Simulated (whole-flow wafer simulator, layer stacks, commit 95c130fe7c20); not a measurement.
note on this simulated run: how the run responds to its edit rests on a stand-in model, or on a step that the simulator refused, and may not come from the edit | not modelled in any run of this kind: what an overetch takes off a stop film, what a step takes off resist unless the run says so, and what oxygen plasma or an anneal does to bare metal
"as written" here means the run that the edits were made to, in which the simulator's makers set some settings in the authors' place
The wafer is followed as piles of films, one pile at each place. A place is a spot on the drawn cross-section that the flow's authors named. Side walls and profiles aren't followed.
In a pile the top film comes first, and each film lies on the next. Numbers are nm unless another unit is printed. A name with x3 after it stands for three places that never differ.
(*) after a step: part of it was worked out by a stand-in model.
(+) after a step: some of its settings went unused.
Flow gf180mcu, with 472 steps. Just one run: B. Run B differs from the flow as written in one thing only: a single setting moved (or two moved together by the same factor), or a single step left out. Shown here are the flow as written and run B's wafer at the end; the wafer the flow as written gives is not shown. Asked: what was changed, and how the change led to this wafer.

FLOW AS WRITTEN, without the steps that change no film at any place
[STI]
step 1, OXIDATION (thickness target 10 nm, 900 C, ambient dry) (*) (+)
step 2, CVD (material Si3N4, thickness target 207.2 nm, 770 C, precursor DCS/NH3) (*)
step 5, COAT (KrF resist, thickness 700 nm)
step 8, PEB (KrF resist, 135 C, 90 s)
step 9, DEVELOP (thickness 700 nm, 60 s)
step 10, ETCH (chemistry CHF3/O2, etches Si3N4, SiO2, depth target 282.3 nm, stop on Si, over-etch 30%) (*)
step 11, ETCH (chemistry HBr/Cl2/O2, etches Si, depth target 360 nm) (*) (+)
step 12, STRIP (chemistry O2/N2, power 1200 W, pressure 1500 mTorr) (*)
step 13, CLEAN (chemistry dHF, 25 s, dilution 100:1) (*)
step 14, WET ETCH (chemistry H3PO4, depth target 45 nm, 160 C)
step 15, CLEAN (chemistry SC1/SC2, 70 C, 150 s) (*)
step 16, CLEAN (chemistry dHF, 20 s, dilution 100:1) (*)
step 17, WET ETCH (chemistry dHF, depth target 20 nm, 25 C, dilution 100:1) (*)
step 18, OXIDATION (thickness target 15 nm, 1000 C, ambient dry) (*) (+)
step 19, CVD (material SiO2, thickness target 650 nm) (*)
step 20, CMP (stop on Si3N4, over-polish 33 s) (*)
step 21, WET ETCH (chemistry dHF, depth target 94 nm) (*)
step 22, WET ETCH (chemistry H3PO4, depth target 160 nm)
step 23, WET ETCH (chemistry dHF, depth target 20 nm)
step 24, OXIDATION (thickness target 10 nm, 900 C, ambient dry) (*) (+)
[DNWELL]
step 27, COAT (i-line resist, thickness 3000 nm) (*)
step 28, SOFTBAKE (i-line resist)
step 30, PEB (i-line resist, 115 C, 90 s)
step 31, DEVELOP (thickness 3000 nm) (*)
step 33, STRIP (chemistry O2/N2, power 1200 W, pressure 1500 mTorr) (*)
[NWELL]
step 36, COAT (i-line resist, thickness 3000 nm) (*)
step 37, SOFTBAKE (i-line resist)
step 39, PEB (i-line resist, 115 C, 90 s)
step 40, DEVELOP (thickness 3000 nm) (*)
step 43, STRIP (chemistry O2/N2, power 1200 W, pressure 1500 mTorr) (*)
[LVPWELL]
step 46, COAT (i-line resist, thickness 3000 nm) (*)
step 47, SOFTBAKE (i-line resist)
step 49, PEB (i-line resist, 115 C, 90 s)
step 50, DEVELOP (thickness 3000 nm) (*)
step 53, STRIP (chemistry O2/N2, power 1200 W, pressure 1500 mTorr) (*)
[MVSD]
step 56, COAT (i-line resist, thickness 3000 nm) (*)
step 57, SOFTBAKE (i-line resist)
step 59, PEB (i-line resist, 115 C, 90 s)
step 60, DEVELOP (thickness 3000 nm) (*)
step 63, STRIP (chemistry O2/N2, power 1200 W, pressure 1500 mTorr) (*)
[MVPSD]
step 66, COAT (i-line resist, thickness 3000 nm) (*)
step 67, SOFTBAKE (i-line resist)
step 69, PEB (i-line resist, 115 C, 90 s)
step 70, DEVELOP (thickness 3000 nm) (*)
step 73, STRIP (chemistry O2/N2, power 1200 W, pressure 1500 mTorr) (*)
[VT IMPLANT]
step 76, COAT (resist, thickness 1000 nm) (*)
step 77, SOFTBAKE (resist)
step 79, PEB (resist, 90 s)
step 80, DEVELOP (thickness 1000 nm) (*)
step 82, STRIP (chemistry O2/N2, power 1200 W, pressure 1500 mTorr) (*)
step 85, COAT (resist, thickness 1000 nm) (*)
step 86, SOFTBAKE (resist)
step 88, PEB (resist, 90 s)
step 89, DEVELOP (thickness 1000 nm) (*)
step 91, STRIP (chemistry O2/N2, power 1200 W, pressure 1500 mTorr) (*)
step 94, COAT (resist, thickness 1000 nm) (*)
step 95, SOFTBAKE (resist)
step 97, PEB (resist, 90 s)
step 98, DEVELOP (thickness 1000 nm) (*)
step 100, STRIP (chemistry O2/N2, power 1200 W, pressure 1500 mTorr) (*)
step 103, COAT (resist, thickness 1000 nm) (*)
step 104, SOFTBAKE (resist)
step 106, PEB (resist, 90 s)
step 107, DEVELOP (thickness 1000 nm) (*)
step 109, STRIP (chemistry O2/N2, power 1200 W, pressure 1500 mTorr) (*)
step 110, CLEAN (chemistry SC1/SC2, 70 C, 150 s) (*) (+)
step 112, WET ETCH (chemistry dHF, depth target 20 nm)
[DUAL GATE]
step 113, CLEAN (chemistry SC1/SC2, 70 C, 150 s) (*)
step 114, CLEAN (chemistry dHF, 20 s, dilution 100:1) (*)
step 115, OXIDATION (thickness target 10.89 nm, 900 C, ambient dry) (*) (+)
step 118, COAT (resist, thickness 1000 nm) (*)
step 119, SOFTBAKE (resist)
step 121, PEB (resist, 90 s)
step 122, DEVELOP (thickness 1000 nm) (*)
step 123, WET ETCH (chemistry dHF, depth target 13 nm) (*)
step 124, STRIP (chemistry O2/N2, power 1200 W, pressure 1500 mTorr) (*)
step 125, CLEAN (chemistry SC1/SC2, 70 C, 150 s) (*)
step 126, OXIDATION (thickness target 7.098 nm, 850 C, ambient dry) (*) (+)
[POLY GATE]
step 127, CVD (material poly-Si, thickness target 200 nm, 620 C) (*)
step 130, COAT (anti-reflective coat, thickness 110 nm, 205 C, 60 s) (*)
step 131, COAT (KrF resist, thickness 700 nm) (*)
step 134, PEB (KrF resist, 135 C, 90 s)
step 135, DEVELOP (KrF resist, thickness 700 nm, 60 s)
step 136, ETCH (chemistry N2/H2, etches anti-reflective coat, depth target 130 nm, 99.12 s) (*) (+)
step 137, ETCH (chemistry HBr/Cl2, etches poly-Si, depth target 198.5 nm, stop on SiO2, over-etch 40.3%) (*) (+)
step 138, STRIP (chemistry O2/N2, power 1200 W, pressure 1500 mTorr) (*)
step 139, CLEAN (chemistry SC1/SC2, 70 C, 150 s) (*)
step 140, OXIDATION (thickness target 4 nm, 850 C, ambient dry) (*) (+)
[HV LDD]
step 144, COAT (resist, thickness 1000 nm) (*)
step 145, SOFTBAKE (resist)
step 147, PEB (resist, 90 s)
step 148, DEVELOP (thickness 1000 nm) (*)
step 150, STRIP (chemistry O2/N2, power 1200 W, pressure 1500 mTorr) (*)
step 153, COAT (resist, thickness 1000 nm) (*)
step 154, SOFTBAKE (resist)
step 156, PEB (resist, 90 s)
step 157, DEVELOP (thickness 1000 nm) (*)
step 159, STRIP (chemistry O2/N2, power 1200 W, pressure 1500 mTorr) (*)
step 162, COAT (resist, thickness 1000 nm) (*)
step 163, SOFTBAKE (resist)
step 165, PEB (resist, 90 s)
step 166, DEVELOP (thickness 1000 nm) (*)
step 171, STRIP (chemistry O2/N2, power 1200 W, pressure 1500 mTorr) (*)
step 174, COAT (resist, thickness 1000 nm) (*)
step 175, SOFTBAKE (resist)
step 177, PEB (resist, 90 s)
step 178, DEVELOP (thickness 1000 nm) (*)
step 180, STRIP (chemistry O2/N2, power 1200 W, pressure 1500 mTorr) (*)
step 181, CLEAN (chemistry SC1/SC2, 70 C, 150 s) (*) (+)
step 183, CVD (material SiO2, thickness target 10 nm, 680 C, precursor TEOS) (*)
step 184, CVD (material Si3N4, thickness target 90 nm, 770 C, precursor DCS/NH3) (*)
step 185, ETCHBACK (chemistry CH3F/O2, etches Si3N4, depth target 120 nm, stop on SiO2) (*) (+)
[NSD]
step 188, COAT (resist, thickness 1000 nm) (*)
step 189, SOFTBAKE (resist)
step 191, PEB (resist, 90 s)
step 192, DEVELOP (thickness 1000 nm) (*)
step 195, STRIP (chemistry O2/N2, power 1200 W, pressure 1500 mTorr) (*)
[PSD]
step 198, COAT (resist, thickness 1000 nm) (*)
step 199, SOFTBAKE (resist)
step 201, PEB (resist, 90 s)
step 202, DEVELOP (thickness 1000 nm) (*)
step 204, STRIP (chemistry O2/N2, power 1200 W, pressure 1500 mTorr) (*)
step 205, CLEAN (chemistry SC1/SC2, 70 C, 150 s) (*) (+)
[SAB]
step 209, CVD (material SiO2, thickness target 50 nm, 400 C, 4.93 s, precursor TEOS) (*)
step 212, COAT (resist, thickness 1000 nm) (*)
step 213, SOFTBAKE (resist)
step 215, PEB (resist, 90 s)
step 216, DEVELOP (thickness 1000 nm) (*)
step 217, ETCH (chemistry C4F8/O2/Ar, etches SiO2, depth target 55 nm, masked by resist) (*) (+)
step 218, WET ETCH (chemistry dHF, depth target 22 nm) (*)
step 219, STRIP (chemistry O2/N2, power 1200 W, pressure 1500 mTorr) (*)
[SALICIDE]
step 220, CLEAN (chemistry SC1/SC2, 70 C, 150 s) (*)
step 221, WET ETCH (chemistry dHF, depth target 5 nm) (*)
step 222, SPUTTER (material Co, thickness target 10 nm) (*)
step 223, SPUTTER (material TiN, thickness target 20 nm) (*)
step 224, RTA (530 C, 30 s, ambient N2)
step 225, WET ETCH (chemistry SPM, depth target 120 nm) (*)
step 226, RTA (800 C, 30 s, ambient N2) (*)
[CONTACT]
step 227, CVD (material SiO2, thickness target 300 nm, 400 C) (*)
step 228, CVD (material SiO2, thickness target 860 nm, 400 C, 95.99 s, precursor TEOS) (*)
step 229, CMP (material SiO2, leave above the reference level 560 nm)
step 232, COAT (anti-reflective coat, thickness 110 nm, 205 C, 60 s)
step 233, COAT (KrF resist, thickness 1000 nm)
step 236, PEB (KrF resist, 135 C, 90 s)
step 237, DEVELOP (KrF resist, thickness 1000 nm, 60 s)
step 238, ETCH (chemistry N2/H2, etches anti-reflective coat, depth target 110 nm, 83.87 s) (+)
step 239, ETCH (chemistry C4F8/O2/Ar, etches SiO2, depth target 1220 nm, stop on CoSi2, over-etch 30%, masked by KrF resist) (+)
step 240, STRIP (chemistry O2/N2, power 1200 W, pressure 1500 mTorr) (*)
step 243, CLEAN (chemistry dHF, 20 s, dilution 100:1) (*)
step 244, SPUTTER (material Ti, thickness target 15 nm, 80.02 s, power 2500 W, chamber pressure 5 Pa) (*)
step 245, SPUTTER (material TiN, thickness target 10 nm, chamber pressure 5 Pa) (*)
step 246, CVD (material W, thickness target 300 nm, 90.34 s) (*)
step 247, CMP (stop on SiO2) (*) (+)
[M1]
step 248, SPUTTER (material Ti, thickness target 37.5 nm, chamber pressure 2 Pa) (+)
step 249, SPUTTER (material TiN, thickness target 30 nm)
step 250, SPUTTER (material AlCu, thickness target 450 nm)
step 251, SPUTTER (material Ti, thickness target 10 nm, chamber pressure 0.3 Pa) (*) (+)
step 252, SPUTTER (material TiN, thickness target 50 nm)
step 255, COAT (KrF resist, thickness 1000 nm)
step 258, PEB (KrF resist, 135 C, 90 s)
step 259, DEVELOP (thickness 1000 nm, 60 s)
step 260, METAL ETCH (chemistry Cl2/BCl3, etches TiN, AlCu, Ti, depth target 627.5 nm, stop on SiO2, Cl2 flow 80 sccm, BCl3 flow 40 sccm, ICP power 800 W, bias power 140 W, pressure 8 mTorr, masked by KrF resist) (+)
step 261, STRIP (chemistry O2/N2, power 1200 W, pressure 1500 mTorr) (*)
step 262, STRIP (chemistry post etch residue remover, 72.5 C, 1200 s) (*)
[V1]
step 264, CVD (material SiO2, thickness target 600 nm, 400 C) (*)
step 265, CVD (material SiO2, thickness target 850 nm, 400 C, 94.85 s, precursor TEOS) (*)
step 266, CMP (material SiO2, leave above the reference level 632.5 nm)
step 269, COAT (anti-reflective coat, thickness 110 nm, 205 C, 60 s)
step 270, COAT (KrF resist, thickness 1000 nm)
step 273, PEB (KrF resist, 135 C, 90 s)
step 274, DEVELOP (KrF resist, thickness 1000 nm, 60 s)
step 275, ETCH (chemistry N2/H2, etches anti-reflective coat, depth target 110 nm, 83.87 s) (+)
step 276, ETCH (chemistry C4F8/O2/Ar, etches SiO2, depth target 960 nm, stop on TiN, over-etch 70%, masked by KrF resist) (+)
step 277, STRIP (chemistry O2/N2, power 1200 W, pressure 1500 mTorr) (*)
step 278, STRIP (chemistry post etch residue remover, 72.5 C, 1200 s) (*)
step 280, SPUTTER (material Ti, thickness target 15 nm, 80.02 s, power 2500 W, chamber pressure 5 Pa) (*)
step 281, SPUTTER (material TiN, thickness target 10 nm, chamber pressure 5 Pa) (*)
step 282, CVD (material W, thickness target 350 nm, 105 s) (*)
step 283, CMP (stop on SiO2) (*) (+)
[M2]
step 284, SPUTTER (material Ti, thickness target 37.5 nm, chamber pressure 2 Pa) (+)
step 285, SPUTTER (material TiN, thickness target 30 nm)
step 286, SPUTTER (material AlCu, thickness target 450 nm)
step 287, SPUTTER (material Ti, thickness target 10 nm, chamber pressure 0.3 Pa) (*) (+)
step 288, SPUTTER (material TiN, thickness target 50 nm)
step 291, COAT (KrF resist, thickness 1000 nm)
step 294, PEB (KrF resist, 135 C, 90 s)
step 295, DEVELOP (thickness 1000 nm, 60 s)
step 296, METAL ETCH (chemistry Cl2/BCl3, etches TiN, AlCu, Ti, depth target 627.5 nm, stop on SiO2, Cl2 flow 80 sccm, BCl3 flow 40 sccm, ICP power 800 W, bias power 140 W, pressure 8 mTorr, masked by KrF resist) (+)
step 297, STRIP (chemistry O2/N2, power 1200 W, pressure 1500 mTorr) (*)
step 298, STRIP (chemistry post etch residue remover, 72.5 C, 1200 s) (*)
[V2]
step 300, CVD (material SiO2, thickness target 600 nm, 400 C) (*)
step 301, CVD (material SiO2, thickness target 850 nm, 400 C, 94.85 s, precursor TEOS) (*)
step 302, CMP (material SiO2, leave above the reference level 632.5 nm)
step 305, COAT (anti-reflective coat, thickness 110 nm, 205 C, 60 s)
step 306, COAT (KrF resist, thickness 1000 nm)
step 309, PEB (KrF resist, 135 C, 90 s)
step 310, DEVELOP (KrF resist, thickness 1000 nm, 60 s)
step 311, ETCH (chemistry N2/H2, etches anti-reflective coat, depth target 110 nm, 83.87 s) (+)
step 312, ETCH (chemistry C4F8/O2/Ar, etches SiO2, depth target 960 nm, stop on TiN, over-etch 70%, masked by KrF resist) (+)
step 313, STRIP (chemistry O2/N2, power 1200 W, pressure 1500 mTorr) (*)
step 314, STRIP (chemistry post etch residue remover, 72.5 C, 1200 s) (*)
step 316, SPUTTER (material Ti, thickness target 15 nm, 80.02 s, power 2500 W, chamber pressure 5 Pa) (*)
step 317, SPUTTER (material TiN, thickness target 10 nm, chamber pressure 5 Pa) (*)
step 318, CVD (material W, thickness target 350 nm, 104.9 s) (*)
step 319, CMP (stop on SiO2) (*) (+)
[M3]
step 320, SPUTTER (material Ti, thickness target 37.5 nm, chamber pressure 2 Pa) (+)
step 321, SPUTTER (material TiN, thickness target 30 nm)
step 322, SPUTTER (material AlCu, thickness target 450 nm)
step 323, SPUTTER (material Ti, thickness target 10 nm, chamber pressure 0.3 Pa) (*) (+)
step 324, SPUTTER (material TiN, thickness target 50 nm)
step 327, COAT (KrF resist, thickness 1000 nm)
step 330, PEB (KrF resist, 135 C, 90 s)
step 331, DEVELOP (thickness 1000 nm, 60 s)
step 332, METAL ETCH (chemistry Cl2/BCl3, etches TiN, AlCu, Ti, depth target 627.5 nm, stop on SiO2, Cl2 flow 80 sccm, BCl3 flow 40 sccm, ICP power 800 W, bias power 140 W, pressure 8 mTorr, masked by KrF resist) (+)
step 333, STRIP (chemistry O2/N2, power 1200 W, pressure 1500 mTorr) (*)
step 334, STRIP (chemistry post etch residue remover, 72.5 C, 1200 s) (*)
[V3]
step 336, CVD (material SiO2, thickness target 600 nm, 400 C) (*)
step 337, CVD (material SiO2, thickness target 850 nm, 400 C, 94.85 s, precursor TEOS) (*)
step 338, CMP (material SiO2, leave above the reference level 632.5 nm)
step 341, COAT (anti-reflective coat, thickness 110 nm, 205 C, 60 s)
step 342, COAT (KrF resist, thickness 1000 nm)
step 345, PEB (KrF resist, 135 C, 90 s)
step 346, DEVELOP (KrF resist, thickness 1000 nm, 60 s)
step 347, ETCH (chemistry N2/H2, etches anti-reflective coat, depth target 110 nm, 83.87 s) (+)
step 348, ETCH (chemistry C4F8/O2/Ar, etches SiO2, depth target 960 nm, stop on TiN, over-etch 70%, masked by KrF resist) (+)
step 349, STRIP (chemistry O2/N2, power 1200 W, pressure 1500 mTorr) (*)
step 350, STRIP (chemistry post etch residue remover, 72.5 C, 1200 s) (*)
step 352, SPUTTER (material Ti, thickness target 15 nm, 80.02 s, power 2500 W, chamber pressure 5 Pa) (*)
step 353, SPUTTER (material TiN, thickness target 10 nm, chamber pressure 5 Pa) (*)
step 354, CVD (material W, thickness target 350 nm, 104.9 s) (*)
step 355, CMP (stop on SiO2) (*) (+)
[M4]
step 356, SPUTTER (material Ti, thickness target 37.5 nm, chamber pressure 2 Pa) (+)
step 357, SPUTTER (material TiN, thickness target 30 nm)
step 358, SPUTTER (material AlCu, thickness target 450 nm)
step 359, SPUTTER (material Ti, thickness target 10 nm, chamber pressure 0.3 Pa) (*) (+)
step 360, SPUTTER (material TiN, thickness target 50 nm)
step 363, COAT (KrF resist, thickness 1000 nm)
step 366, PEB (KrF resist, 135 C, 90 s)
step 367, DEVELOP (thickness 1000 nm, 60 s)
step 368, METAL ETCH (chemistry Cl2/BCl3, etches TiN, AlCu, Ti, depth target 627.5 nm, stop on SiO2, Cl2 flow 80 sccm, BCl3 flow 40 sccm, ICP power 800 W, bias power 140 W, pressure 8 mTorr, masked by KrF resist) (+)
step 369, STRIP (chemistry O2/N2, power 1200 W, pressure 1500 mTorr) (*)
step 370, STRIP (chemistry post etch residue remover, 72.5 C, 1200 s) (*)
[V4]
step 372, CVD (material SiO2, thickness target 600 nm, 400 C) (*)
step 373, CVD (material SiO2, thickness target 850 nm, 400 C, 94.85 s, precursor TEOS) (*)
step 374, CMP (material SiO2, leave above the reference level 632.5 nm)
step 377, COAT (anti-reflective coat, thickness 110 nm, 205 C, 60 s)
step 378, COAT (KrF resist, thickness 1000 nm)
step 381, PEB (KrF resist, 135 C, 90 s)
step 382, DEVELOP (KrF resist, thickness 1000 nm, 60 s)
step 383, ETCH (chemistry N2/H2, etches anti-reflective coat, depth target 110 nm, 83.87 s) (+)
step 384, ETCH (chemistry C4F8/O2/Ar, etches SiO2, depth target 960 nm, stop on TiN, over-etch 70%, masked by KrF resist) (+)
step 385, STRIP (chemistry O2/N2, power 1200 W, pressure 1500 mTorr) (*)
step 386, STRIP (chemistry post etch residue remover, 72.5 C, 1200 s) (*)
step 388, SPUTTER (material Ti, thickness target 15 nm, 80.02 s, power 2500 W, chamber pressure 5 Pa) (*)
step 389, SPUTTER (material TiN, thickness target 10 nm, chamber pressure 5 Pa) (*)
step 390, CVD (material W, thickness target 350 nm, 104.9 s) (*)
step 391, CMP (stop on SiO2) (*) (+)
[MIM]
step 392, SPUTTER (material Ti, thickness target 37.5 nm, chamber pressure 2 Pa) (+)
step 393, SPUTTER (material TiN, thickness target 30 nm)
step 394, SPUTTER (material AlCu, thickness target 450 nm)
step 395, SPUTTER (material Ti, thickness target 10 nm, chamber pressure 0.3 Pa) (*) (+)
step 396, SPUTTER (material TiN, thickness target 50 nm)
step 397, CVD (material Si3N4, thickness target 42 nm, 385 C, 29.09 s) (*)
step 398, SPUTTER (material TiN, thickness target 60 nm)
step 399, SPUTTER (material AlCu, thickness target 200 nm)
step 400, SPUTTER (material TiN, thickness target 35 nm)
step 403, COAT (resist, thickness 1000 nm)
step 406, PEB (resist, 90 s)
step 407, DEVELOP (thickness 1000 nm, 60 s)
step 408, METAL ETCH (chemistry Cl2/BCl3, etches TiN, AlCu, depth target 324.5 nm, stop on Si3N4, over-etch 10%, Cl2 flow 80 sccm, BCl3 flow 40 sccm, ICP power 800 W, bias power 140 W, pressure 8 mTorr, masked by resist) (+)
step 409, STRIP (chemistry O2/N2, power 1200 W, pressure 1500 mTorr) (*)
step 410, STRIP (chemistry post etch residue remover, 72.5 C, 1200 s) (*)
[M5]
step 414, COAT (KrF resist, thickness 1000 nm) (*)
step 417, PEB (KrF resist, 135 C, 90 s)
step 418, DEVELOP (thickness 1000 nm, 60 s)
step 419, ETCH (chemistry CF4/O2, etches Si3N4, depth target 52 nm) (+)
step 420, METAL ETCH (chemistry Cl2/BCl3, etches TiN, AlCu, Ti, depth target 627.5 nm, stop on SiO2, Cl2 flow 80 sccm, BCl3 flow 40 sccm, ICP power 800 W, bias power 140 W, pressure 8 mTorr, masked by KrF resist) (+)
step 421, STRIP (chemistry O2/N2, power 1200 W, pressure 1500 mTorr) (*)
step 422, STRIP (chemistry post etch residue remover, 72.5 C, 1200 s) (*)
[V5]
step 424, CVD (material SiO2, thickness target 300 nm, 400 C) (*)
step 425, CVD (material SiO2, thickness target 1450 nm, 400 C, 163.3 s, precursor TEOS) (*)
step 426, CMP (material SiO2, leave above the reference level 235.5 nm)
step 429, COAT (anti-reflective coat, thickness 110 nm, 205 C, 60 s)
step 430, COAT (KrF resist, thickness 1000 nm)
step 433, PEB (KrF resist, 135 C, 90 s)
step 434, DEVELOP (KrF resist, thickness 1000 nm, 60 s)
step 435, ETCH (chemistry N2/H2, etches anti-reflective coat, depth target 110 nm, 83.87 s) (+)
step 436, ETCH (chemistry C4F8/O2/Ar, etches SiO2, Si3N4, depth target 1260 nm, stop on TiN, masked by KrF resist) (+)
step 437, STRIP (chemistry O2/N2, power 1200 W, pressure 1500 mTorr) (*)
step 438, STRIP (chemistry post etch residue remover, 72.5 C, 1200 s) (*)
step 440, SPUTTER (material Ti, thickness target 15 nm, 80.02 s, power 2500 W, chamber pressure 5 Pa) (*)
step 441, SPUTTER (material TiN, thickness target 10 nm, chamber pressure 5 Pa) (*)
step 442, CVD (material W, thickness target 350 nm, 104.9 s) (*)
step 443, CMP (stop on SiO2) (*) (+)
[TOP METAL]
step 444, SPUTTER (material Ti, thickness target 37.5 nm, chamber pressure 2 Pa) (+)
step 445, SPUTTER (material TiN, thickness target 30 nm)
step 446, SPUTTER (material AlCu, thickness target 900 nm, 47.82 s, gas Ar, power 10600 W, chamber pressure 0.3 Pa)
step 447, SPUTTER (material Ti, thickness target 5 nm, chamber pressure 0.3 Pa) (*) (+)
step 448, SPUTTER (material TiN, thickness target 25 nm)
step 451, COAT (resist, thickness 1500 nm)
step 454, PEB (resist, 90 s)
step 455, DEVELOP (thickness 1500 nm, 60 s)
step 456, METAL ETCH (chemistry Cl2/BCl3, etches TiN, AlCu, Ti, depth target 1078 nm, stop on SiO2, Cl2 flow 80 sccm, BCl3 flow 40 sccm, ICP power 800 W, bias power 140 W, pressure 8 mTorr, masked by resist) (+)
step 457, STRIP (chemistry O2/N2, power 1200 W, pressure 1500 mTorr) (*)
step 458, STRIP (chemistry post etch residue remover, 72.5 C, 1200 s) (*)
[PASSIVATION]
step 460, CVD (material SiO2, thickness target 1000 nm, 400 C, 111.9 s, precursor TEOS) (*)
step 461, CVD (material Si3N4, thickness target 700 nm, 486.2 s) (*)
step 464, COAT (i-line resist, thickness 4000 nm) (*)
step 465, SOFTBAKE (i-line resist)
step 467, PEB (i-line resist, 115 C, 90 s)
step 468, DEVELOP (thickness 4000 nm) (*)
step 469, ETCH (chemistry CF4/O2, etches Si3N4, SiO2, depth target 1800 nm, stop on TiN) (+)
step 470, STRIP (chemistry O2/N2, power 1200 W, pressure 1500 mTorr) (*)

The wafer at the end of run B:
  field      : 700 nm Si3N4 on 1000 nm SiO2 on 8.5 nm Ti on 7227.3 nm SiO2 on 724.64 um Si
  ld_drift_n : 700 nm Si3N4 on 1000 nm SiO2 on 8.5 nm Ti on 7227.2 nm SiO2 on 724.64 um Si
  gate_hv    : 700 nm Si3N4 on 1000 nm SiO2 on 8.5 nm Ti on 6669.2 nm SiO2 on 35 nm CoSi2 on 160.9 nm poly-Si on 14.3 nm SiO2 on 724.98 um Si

What caused this: step 446, SPUTTER: thickness target 450 nm was run, though the flow has thickness target 900 nm; step 456, METAL ETCH: depth target 539 nm was run, where the flow has depth target 1078 nm.

How this came from the change, step by step:
  step 446, SPUTTER (material AlCu, thickness target 900 nm, 47.82 s, gas Ar, power 10600 W, chamber pressure 0.3 Pa)
      field, field__w1, field__w2 and 109 more: AlCu gains 450 (new film) (as written it would have been: AlCu gains 900 (new film))
  step 456, METAL ETCH (chemistry Cl2/BCl3, etches TiN, AlCu, Ti, depth target 1078 nm, stop on SiO2, Cl2 flow 80 sccm, BCl3 flow 40 sccm, ICP power 800 W, bias power 140 W, pressure 8 mTorr, masked by resist) (+)
      field, field__w1, field__w2 and 103 more: TiN loses 25 (all of it), Ti loses 5 (all of it), AlCu loses 450 (all of it), TiN loses 30 (all of it), Ti loses 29 (as written it would have been: TiN loses 25 (all of it), Ti loses 5 (all of it), AlCu loses 900 (all of it), TiN loses 30 (all of it), Ti loses 37.5 (all of it))
      field__w8, contact, m1, m1__w1, pad, m1_nw: resist loses 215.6 (as written it would have been: resist loses 431)
  step 457, STRIP (chemistry O2/N2, power 1200 W, pressure 1500 mTorr) (*)
      field__w8, contact, m1, m1__w1, pad, m1_nw: resist loses 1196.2 (all of it) (as written it would have been: resist loses 980.8 (all of it))
  step 460, CVD (material SiO2, thickness target 1000 nm, 400 C, 111.9 s, precursor TEOS) (*)
      field, field__w1, field__w2 and 103 more: SiO2 gains 1000 (new film) (as written it would have been: SiO2 gains 1000)
  step 464, COAT (i-line resist, thickness 4000 nm) (*)
      field: i-line resist gains 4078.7 (new film) (as written it would have been: i-line resist gains 4171.5 (new film))
      field__w8: i-line resist gains 3503.4 (new film) (as written it would have been: i-line resist gains 3093.1 (new film))
      (and at 8 other places as well)
  step 465, SOFTBAKE (i-line resist)
      active: i-line resist loses 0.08 (as written it would have been: i-line resist gains 3.97)
      field__w5, field__w9: i-line resist gains 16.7 (as written it would have been: i-line resist gains 37.3)
      (and at 66 other places as well)
  step 467, PEB (i-line resist, 115 C, 90 s)
      field__w8, m1__w1: i-line resist loses 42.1 (as written it would have been: i-line resist loses 34.7)
      contact, m1: i-line resist loses 42.3 (as written it would have been: i-line resist loses 35.1)
      (and at 2 other places as well)
  step 468, DEVELOP (thickness 4000 nm) (*)
      pad: i-line resist loses 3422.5 (all of it) (as written it would have been: i-line resist loses 2974.8 (all of it))
  step 470, STRIP (chemistry O2/N2, power 1200 W, pressure 1500 mTorr) (*)
      field__w8, m1__w1: i-line resist loses 2229.6 (all of it) (as written it would have been: i-line resist loses 1787.7 (all of it))
      contact: i-line resist loses 2239.4 (all of it) (as written it would have been: i-line resist loses 1811.2 (all of it))
      (and at 2 other places as well)
If metal films that touch count as one body, field has 1 body; the flow as written gives 0 bodies.
If metal films that touch count as one body, ld_drift_n has 1 body; the flow as written gives 0 bodies.
If metal films that touch count as one body, gate_hv has 2 bodies (between them, from the top down: SiO2 6669.2); the flow as written gives 1 body.
